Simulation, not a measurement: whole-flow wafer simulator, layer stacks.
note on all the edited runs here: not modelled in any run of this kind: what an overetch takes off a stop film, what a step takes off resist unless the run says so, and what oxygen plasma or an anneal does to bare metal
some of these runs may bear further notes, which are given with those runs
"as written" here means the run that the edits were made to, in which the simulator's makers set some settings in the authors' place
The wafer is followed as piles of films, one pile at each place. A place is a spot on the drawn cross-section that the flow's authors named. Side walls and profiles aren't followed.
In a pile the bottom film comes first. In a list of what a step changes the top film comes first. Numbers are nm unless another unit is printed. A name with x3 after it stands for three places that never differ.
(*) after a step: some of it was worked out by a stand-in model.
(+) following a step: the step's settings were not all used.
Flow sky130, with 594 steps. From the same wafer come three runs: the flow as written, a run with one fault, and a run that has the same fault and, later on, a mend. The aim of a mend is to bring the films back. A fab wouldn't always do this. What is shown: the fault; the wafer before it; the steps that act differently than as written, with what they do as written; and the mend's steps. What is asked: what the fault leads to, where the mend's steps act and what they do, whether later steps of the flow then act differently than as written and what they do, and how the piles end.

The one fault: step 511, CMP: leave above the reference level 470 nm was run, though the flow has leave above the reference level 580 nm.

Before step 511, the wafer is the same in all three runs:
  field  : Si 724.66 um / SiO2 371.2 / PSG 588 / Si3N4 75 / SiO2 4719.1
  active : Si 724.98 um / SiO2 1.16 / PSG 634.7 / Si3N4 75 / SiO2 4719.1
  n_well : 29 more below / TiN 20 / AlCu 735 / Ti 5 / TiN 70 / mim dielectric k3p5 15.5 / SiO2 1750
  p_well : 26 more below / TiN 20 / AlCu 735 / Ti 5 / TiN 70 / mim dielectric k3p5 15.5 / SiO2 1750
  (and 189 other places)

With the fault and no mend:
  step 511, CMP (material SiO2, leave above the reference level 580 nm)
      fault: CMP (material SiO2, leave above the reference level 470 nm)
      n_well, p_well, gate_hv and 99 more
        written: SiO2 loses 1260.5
        fault: SiO2 loses 1370.5
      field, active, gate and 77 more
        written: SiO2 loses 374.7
        fault: SiO2 loses 484.7
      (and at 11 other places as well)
  Steps later in the flow that act otherwise than as written:
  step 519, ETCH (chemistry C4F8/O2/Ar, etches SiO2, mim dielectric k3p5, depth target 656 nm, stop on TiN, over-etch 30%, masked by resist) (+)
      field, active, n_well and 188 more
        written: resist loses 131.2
        fault: resist loses 102.9
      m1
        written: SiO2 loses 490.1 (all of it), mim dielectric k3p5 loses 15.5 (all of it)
        fault: SiO2 loses 380.1 (all of it), mim dielectric k3p5 loses 15.5 (all of it)
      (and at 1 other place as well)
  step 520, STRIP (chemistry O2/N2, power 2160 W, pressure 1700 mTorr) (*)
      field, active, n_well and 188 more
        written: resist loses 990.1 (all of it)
        fault: resist loses 1018.4 (all of it)
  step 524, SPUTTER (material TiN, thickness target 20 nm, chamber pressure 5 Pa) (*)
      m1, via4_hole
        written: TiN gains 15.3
        fault: TiN gains 16
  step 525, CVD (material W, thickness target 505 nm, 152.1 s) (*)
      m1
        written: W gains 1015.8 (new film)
        fault: W gains 905 (new film)
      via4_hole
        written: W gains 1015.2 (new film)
        fault: W gains 708.5 (new film)
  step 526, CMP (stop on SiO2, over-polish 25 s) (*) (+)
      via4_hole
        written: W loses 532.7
        fault: W loses 336.8
  The piles end different from the flow's at field, active, n_well and 190 more by more than 2% or 0.5 nm, whichever is larger.
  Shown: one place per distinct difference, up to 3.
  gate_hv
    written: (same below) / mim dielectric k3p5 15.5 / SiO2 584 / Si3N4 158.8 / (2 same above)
    fault: (same below) / mim dielectric k3p5 15.5 / SiO2 474 / Si3N4 158.8 / (2 same above)
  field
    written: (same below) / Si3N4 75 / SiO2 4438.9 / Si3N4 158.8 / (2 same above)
    fault: (same below) / Si3N4 75 / SiO2 4328.9 / Si3N4 158.8 / (2 same above)
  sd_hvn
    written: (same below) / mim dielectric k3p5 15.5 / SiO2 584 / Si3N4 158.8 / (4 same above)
    fault: (same below) / mim dielectric k3p5 15.5 / SiO2 474 / Si3N4 158.8 / (4 same above)

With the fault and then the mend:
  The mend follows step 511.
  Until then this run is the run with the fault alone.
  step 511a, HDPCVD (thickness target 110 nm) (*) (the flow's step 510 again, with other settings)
      field, active, n_well and 190 more
        SiO2 gains 110
  None of the later steps of the flow acts differently than as written at any place that is followed.
  The piles end the same as the flow's at every place that both follow.
